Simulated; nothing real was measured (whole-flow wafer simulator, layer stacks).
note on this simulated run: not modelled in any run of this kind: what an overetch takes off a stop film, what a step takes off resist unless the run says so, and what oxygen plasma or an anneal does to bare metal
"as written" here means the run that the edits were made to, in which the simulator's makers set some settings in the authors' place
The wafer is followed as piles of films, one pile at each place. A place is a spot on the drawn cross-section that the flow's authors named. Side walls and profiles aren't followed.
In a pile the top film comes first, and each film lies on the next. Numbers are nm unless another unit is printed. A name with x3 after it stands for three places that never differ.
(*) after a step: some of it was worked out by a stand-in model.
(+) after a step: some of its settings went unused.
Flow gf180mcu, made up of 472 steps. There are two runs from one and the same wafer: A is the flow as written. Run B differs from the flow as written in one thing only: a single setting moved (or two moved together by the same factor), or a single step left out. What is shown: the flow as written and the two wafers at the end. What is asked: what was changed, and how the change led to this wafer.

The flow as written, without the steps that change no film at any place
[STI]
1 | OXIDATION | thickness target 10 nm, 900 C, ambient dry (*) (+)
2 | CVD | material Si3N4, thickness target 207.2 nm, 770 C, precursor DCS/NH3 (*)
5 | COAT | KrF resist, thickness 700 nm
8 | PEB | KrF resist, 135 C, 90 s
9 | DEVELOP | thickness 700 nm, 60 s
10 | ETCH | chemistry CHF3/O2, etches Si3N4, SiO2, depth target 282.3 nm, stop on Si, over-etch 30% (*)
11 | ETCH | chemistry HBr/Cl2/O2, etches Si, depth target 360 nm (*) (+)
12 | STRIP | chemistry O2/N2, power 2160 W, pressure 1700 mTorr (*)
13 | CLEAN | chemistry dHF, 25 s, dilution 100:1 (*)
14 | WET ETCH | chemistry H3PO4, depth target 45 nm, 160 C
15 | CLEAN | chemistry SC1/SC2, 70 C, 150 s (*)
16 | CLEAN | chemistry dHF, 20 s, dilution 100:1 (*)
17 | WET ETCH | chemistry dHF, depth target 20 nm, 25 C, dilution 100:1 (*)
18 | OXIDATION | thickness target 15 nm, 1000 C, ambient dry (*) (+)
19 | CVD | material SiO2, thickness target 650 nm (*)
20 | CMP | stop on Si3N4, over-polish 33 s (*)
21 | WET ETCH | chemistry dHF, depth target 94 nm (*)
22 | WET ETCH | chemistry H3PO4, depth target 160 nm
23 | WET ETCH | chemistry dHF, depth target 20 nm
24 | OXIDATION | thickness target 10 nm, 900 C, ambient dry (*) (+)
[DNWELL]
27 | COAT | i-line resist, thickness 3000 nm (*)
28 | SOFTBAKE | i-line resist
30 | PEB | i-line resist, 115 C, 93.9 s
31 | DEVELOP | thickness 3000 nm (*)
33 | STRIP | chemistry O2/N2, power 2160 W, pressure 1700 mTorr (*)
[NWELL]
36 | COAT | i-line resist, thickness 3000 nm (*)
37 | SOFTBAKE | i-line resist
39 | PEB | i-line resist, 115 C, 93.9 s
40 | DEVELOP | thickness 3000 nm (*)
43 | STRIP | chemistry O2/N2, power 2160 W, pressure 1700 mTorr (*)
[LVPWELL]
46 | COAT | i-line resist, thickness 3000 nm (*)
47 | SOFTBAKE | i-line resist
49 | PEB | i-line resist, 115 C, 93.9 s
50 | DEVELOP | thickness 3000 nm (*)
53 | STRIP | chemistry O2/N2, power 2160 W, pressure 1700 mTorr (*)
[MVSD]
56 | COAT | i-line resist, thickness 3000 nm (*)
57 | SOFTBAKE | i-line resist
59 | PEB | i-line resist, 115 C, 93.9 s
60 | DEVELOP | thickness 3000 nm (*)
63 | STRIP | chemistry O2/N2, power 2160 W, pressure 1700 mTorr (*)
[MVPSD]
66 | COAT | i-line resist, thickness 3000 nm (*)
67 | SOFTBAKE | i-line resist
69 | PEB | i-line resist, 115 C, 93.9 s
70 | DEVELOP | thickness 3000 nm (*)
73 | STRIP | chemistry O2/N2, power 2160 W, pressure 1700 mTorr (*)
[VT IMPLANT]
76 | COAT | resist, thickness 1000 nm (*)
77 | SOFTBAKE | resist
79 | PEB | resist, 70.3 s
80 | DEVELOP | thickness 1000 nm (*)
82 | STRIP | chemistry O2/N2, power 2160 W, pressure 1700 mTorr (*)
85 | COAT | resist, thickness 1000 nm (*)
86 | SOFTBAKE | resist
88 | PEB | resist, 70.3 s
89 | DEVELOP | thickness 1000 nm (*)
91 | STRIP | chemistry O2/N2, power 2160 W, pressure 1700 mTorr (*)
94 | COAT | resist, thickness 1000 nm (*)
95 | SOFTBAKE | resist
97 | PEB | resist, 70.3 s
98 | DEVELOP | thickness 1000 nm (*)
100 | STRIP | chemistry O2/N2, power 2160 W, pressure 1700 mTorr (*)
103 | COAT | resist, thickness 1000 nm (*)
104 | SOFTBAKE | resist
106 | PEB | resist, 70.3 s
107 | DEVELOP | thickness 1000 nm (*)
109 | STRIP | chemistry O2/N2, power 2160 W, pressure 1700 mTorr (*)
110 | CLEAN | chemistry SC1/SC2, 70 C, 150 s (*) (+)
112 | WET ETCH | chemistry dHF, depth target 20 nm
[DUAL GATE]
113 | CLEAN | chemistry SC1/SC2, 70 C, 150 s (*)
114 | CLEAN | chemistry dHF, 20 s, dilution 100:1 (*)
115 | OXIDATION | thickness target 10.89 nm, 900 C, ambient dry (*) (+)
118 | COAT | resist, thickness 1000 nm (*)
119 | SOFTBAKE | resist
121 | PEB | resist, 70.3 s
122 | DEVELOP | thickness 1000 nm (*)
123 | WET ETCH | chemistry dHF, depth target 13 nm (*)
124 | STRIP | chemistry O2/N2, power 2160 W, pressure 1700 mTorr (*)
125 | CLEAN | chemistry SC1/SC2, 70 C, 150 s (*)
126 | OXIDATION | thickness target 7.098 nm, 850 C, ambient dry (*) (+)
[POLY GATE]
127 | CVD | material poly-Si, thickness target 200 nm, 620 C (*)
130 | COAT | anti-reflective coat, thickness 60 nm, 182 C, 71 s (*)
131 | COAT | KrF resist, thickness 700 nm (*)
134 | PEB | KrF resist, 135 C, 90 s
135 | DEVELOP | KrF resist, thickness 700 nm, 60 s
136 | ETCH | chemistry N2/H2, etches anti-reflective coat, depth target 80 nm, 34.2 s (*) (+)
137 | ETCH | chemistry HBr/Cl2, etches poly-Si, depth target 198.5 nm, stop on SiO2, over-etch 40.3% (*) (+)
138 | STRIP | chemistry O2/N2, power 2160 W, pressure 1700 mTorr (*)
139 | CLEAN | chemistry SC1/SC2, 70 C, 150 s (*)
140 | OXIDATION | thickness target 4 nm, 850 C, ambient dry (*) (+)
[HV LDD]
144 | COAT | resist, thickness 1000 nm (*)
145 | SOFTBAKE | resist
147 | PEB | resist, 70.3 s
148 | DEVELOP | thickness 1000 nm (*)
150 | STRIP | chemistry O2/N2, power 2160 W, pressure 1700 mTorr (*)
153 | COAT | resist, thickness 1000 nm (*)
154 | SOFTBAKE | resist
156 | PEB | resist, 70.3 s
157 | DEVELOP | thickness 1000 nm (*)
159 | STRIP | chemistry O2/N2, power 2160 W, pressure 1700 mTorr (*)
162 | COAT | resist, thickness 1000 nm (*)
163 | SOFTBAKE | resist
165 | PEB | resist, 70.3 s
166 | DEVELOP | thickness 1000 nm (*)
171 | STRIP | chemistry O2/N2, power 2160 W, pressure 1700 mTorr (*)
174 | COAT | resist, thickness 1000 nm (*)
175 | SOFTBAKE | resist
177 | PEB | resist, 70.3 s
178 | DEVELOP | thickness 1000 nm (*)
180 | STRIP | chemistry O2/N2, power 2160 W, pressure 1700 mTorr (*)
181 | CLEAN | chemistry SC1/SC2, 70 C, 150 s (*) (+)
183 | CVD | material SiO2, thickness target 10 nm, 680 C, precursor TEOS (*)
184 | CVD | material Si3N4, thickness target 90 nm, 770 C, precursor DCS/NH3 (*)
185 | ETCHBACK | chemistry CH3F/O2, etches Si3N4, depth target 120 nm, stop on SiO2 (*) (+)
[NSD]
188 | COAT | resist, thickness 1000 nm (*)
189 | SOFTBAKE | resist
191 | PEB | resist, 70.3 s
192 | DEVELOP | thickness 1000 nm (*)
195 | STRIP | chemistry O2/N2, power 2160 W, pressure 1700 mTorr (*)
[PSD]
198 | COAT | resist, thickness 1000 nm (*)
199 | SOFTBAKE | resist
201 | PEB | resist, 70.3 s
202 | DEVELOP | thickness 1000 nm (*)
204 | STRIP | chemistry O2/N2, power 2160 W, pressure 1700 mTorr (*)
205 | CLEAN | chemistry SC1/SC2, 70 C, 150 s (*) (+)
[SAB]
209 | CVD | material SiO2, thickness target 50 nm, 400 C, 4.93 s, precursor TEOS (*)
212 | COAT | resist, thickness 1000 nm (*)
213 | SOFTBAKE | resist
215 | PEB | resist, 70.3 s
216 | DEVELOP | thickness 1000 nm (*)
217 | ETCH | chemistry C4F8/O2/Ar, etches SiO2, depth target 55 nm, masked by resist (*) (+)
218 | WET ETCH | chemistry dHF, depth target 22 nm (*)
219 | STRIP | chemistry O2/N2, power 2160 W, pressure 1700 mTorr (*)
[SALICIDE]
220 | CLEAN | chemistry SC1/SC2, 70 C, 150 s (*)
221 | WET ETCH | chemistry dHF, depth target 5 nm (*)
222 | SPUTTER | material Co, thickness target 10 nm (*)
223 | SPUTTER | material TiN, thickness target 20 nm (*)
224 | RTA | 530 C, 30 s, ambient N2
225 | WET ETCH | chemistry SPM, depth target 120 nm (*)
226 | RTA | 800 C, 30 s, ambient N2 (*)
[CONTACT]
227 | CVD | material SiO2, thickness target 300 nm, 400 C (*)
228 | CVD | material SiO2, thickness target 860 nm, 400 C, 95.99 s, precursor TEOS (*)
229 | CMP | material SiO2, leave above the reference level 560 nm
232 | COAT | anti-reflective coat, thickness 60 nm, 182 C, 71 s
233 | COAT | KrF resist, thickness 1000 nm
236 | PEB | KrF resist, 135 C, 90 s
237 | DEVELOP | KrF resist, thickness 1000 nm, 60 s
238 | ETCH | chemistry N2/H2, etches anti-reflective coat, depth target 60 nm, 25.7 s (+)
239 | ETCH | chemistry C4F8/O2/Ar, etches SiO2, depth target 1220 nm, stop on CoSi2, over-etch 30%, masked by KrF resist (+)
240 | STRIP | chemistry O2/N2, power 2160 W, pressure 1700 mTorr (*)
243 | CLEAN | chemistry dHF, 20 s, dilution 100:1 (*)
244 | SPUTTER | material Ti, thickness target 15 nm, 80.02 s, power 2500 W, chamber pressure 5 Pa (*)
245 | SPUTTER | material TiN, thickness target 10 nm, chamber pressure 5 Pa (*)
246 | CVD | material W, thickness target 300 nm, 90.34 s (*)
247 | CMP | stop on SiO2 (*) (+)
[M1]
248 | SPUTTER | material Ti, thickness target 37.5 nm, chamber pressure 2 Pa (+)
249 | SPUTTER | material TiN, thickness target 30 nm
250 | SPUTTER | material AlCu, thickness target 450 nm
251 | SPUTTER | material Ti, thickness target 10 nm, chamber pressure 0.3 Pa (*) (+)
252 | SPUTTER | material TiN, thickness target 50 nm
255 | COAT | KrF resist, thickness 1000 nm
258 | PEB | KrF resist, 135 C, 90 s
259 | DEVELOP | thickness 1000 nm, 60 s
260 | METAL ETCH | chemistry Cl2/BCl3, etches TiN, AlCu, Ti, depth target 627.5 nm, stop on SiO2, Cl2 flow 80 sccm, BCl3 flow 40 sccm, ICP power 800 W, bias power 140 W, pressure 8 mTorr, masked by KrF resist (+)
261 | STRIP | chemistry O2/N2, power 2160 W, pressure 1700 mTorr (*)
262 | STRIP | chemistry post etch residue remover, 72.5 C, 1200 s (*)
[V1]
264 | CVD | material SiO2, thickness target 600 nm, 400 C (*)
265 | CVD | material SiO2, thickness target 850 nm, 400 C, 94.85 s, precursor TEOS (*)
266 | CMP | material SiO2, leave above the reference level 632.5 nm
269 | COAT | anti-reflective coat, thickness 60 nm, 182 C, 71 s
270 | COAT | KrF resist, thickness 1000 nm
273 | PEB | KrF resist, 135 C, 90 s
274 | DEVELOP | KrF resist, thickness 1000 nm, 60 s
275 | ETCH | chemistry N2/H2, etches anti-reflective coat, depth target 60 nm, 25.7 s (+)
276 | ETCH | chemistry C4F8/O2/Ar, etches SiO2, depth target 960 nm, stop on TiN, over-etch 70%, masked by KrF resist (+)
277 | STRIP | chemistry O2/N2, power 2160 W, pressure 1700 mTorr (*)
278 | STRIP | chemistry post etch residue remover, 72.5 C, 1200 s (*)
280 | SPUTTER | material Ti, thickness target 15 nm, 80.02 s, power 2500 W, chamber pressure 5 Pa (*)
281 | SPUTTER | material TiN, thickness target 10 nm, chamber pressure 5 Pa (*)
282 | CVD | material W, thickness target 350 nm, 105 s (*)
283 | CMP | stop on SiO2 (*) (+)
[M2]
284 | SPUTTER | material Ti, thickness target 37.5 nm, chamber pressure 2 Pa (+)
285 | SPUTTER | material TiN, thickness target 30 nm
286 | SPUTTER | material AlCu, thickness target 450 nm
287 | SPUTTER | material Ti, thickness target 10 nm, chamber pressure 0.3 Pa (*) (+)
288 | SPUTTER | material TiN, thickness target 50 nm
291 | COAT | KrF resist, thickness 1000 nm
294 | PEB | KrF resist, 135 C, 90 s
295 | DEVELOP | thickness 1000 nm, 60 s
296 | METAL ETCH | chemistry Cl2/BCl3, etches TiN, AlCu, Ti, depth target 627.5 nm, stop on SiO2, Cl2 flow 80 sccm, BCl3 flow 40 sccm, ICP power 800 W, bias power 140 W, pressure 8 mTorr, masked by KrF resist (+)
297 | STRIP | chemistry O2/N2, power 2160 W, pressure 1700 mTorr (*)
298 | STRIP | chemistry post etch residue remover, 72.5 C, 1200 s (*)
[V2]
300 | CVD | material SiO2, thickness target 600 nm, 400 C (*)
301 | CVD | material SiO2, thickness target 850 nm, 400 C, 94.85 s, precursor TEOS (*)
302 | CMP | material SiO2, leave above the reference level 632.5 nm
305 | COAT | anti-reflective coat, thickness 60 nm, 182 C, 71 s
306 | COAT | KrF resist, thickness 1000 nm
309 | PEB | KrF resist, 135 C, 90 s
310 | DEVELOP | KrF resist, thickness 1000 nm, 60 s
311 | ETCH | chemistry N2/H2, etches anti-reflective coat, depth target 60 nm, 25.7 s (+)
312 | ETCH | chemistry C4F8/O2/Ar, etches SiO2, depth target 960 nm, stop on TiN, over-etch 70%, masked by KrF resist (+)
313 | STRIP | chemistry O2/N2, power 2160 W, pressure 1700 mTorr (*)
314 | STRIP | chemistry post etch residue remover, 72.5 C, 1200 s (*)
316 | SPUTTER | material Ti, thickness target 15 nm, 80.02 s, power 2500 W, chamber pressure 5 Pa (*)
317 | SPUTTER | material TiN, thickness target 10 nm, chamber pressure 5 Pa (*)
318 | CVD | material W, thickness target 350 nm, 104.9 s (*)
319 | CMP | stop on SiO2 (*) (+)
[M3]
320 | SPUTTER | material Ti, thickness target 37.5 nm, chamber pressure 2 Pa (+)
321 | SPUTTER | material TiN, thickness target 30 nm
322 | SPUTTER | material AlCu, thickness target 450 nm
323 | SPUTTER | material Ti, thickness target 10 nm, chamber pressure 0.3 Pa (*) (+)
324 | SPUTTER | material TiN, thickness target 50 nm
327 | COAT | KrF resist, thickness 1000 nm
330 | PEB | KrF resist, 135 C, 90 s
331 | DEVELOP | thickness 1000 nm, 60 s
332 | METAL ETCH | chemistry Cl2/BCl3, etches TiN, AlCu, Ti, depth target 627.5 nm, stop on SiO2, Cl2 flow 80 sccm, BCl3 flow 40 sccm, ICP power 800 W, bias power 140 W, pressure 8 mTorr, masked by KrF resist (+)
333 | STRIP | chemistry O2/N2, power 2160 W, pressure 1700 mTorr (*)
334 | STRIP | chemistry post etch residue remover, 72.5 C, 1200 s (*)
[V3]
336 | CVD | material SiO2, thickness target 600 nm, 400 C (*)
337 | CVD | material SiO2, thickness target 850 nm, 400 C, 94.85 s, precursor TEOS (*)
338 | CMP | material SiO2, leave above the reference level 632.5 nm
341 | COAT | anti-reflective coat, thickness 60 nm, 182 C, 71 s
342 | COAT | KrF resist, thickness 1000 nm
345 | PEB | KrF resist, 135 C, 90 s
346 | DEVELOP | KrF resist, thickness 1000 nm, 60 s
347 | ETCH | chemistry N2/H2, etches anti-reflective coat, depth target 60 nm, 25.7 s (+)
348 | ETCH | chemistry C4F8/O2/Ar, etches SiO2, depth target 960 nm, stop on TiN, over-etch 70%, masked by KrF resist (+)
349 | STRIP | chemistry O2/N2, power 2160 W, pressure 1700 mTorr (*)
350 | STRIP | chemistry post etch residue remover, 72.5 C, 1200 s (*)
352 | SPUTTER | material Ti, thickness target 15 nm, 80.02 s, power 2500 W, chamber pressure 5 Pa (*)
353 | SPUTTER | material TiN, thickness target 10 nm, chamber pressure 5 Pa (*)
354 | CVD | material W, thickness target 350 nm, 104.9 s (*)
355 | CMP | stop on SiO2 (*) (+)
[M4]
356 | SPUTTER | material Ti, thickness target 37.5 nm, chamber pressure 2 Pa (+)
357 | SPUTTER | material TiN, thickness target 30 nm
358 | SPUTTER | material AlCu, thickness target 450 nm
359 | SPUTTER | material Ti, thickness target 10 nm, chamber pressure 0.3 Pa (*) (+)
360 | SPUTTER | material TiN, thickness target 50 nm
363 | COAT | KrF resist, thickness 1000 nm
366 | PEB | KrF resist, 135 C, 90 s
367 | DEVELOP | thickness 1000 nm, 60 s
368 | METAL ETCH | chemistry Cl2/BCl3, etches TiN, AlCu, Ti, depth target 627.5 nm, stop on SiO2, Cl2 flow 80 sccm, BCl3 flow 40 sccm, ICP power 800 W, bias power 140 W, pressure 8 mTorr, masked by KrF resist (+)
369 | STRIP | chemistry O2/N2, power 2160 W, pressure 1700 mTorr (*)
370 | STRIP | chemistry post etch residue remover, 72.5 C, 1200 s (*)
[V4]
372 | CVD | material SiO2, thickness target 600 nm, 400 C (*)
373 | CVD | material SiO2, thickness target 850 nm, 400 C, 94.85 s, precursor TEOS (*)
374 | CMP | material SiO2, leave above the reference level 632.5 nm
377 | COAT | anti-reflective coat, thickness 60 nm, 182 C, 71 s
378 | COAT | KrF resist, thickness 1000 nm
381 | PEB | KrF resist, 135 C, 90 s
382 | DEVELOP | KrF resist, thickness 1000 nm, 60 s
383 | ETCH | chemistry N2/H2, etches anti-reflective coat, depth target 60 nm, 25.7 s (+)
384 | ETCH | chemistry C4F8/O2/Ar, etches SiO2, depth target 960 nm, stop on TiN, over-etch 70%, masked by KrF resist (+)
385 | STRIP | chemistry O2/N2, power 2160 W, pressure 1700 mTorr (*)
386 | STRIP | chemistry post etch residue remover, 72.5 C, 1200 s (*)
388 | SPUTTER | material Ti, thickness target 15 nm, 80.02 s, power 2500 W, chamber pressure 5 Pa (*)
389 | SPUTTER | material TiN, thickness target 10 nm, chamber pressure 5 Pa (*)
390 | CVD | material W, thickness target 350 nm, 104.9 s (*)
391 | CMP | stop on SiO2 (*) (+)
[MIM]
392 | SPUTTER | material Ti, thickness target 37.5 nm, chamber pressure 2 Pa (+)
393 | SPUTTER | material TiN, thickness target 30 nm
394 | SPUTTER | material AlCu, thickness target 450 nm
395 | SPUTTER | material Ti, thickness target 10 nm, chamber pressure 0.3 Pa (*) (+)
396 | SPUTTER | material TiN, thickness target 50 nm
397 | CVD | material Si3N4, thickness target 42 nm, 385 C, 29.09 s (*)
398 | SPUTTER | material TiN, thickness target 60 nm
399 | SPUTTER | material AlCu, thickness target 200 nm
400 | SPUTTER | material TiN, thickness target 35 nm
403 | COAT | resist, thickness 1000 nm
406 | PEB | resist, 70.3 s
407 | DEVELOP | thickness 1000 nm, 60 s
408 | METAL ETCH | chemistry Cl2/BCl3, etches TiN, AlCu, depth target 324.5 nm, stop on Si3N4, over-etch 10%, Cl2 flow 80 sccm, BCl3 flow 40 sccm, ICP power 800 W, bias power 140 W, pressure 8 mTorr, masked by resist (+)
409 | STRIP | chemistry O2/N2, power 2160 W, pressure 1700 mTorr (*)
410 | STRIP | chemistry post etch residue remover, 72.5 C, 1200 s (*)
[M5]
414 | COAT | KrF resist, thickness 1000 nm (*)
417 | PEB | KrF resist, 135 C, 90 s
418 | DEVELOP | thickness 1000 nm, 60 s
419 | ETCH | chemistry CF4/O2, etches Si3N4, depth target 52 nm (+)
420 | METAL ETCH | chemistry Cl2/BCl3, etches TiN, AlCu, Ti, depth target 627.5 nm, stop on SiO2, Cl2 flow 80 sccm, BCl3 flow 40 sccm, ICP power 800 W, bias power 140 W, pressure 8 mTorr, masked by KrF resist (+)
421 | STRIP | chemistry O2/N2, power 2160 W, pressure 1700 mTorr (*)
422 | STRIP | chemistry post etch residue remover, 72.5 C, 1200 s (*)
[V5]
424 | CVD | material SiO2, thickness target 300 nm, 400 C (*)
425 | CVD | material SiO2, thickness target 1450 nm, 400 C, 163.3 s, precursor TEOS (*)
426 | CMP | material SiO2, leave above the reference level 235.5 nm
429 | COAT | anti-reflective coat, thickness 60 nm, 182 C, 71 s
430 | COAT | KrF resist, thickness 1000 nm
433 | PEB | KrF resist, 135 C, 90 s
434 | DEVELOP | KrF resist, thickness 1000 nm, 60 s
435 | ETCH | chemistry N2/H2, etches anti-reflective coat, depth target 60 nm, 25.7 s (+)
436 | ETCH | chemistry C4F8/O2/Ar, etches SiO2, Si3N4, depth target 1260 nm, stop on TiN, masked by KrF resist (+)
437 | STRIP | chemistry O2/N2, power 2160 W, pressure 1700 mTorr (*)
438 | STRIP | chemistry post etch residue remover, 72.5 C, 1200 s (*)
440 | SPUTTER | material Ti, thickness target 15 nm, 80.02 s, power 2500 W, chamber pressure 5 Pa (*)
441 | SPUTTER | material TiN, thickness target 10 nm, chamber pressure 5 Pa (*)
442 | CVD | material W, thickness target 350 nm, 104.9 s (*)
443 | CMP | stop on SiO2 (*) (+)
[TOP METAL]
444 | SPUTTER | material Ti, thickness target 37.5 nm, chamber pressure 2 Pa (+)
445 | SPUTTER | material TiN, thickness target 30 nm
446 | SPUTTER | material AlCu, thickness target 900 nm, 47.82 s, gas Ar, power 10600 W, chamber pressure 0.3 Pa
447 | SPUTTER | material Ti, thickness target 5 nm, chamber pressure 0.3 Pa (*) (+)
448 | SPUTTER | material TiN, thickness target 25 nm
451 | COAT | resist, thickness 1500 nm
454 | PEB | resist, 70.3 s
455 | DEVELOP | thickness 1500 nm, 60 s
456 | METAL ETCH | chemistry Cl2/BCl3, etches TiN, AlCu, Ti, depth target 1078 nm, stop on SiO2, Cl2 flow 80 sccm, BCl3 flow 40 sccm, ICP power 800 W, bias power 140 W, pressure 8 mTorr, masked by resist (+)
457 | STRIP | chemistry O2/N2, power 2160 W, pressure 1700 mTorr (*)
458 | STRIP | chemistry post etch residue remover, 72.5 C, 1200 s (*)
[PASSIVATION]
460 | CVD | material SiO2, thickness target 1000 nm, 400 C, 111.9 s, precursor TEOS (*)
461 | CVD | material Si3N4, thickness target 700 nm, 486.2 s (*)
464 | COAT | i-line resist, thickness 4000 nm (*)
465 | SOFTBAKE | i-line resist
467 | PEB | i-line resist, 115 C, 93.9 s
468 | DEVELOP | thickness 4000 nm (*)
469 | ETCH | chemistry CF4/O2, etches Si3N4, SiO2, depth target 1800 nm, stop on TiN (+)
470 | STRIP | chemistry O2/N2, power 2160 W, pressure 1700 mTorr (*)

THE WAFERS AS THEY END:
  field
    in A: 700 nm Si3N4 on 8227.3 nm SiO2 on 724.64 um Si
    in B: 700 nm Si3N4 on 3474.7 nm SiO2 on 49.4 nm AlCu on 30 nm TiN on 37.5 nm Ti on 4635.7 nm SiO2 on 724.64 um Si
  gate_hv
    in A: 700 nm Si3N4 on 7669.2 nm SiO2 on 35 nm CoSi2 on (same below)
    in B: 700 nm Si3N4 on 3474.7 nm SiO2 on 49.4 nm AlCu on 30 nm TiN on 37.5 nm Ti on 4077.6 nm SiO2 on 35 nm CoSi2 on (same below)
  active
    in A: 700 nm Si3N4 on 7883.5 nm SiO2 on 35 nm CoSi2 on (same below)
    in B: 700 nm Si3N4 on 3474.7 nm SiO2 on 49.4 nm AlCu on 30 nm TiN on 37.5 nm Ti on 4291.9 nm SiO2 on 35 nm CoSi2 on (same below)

Cause: step 368, METAL ETCH: depth target 454.9 nm was run, though the flow has depth target 627.5 nm.

The path from the change to this, step by step:
  368 | METAL ETCH | chemistry Cl2/BCl3, etches TiN, AlCu, Ti, depth target 627.5 nm, stop on SiO2, Cl2 flow 80 sccm, BCl3 flow 40 sccm, ICP power 800 W, bias power 140 W, pressure 8 mTorr, masked by KrF resist (+)
      field, field__w1, field__w2 and 103 more: A -50 TiN (all of it), -10 Ti (all of it), -450 AlCu (all of it), -30 TiN (all of it), -37.5 Ti (all of it) | B -50 TiN (all of it), -10 Ti (all of it), -394.9 AlCu
      field__w8, contact, m1, m1__w1, m1_nw: A -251 KrF resist | B -182 KrF resist
  369 | STRIP | chemistry O2/N2, power 2160 W, pressure 1700 mTorr (*)
      field__w8, contact, m1, m1__w1, m1_nw: A -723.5 KrF resist (all of it) | B -792.6 KrF resist (all of it)
  370 | STRIP | chemistry post etch residue remover, 72.5 C, 1200 s (*)
      field, field__w1, field__w2 and 103 more: A nothing | B -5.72 AlCu
  372 | CVD | material SiO2, thickness target 600 nm, 400 C (*)
      field, field__w1, field__w2 and 103 more: A +600 SiO2 | B +600 SiO2 (new film)
  374 | CMP | material SiO2, leave above the reference level 632.5 nm
      field, field__w1, field__w2 and 103 more: A -300 SiO2 | B -416.9 SiO2
With metal films that touch counted as one body, field has 1 body; the flow as written gives 0 bodies.
With metal films that touch counted as one body, gate_hv has 2 bodies (between them, from the top down: SiO2 4077.6); the flow as written gives 1 body.
With metal films that touch counted as one body, active has 2 bodies (between them, from the top down: SiO2 4291.9); the flow as written gives 1 body.
